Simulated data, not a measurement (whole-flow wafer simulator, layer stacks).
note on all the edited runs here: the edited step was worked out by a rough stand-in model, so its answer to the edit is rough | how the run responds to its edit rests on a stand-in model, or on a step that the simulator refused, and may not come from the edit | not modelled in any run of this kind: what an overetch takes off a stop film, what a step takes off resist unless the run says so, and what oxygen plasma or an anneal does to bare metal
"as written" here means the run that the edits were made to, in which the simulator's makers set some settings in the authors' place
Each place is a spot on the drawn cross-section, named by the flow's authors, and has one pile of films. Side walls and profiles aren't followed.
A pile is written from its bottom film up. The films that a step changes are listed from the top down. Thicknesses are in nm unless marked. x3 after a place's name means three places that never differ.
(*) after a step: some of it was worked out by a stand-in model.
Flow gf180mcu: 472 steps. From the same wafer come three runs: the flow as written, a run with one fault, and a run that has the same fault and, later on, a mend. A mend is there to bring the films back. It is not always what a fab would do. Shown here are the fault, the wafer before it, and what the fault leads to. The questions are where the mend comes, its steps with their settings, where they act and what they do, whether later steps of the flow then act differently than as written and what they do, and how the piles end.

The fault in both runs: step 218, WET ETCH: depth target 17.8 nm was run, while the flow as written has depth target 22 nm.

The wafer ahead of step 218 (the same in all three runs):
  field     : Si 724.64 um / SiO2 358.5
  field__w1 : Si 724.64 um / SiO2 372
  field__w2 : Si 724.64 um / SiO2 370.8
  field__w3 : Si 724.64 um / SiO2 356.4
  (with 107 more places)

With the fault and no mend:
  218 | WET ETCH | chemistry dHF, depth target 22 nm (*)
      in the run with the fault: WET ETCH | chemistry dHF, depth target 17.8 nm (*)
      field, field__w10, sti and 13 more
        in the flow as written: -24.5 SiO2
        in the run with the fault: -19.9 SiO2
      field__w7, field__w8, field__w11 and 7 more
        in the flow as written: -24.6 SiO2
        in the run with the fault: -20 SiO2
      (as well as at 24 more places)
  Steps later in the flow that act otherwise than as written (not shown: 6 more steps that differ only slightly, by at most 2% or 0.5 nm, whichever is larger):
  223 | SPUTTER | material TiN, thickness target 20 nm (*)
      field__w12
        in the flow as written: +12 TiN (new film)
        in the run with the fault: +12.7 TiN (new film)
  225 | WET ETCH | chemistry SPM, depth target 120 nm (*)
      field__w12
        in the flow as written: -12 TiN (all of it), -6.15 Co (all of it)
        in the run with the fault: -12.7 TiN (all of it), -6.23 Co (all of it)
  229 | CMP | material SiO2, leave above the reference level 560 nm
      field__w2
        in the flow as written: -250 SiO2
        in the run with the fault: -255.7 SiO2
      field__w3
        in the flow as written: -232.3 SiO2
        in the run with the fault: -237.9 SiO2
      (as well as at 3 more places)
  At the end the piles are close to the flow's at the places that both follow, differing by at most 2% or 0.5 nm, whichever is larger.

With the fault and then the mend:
  After step 218 comes the mend.
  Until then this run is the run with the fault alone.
  218a | WET ETCH | chemistry dHF, depth target 4.2 nm (*) (the flow's step 218, run once more with other settings)
      field, field__w1, field__w2 and 47 more
        -4.2 SiO2
  None of the later steps of the flow differs from how it acts as written, at any place that is followed, by more than 2% or 0.5 nm, whichever is larger.
  At the end the piles are close to the flow's at the places that both follow, differing by at most 2% or 0.5 nm, whichever is larger.
